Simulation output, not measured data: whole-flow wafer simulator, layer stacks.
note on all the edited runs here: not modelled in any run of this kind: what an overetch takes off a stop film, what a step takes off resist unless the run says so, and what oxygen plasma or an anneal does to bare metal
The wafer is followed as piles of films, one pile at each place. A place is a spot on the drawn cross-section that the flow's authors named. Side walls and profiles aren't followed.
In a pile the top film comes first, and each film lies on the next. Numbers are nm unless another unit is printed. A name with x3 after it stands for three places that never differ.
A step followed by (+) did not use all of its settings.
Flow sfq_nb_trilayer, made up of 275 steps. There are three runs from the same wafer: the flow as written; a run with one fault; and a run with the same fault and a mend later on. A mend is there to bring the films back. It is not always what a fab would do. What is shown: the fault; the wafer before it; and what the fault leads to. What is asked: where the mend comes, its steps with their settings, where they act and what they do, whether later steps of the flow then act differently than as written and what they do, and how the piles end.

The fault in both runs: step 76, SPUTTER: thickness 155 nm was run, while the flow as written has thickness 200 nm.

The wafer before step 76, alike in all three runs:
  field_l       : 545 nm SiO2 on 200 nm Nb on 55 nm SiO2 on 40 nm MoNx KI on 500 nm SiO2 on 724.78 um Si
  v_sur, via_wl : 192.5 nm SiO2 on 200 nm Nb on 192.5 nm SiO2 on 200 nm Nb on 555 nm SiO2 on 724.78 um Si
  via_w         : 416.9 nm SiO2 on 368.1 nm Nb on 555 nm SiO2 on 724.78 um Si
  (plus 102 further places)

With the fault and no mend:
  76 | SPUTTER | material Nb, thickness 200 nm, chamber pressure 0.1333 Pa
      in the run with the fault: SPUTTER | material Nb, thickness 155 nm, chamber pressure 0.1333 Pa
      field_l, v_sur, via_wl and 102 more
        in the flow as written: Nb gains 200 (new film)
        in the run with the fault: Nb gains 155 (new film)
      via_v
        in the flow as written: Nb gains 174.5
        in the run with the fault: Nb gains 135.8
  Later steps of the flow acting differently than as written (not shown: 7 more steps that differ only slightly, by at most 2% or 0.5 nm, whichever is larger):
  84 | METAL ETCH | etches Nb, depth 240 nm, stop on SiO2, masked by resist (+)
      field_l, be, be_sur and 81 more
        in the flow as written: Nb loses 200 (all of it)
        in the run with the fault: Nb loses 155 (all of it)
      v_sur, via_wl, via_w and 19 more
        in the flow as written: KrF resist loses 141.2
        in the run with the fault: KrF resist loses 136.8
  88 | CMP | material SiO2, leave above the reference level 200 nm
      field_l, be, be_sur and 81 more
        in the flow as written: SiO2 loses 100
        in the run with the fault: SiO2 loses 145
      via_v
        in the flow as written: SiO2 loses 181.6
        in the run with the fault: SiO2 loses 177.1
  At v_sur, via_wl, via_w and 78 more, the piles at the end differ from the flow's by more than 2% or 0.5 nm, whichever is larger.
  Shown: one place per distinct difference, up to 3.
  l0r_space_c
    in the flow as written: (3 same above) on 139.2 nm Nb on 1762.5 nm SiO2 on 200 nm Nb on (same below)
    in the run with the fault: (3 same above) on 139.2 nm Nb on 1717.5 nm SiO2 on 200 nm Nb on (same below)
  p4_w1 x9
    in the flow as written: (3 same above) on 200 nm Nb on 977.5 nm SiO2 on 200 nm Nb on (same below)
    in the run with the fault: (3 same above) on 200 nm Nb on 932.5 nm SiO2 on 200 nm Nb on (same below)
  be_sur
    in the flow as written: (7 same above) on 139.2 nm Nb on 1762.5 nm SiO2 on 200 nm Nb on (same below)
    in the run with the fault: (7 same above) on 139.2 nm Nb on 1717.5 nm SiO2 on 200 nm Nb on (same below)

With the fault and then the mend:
  After step 76 comes the mend.
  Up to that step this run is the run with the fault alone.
  76a | SPUTTER | material Nb, thickness 45 nm, chamber pressure 0.1333 Pa (the flow's step 76 again, with other settings)
      field_l, v_sur, via_wl and 102 more
        Nb gains 45
      via_v
        Nb gains 35.1
  None of the later steps of the flow differs from how it acts as written, at any place that is followed, by more than 2% or 0.5 nm, whichever is larger.
  When the end is reached, the piles differ only a little from the flow's at the places that both follow, at most by 2% or 0.5 nm, whichever is larger.
